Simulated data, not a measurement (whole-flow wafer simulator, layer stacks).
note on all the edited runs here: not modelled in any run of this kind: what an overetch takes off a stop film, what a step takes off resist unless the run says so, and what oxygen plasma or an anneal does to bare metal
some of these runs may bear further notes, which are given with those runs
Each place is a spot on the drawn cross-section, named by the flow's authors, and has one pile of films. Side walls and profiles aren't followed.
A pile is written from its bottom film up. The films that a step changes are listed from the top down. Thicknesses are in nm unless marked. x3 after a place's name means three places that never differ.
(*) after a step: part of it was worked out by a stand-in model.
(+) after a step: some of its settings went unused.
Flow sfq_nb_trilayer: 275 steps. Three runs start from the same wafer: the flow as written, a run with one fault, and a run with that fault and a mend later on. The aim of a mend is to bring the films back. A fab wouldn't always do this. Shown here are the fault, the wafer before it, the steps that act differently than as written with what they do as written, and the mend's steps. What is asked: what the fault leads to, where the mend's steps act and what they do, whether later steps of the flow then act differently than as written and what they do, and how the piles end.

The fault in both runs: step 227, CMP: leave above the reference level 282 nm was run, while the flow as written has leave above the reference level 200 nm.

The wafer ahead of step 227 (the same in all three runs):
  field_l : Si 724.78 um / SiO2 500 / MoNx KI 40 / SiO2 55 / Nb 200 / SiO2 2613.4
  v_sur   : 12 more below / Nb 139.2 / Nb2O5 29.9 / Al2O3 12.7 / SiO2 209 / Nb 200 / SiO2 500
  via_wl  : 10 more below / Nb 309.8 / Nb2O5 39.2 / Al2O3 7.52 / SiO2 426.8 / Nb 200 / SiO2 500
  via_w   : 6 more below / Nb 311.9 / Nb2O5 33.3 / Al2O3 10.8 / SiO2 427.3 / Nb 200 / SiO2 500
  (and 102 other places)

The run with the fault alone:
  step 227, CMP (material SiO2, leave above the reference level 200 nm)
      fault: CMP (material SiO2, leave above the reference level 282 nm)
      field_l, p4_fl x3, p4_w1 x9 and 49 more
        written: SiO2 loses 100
        fault: SiO2 loses 18
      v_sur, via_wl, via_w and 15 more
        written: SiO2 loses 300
        fault: SiO2 loses 218
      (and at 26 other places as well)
  Later steps of the flow acting differently than as written (4 other steps are not shown; they differ only slightly, by no more than 2% or 0.5 nm, whichever is larger):
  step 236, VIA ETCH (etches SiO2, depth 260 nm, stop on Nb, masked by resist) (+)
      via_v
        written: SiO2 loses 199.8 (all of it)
        fault: SiO2 loses 260
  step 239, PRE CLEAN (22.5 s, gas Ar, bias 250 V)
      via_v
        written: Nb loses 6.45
        fault: SiO2 loses 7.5
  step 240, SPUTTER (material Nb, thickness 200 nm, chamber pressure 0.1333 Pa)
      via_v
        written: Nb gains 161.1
        fault: Nb gains 146.9 (new film)
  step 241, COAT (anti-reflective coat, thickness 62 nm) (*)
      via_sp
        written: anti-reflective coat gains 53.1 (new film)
        fault: anti-reflective coat gains 50 (new film)
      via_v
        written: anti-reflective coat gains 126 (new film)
        fault: anti-reflective coat gains 129.5 (new film)
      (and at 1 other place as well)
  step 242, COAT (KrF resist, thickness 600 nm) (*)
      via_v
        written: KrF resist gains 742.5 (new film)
        fault: KrF resist gains 801.5 (new film)
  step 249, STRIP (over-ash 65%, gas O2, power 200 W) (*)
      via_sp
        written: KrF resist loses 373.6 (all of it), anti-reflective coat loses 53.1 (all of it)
        fault: KrF resist loses 369.5 (all of it), anti-reflective coat loses 50 (all of it)
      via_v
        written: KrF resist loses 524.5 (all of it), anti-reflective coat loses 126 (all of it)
        fault: KrF resist loses 583.4 (all of it), anti-reflective coat loses 129.5 (all of it)
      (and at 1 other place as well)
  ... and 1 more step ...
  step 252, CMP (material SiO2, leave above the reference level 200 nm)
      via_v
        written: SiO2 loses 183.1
        fault: SiO2 loses 157.1
  The piles end different from the flow's at field_l, v_sur, via_wl and 103 more by more than 2% or 0.5 nm, whichever is larger.
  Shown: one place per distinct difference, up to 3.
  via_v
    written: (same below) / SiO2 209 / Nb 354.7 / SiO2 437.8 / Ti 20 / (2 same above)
    fault: (same below) / SiO2 209 / Nb 200 / SiO2 14.3 / Nb 146.9 / SiO2 513.3 / Ti 20 / (2 same above)
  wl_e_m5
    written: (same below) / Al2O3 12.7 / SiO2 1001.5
    fault: (same below) / Al2O3 12.7 / SiO2 1083.5
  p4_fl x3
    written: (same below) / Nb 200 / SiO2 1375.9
    fault: (same below) / Nb 200 / SiO2 1457.9

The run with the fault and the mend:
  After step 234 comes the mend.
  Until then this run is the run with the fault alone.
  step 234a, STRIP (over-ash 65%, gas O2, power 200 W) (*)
      field_l, v_sur, via_wl and 102 more
        KrF resist loses 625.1 (all of it), anti-reflective coat loses 62 (all of it)
      via_v
        anti-reflective coat loses 62 (all of it)
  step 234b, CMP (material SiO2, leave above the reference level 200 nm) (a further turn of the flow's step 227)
      field_l, v_sur, via_wl and 103 more
        SiO2 loses 82
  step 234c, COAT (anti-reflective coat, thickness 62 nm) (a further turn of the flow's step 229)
      field_l, v_sur, via_wl and 103 more
        anti-reflective coat gains 62 (new film)
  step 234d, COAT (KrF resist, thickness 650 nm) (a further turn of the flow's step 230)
      field_l, v_sur, via_wl and 103 more
        KrF resist gains 650 (new film)
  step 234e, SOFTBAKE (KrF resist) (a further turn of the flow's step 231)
      does not change any film at any place that is followed
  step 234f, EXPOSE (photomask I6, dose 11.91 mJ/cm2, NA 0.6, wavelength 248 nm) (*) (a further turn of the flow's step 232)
      does not change any film at any place that is followed
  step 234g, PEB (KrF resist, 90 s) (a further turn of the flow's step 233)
      field_l, v_sur, via_wl and 103 more
        KrF resist loses 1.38
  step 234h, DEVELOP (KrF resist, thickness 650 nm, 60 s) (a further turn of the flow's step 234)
      field_l, v_sur, via_wl and 102 more
        KrF resist loses 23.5
      via_v
        KrF resist loses 648.6 (all of it)
  None of the later steps of the flow acts differently than as written at any place that is followed.
  By the end, the piles equal the flow's at every place that both follow.
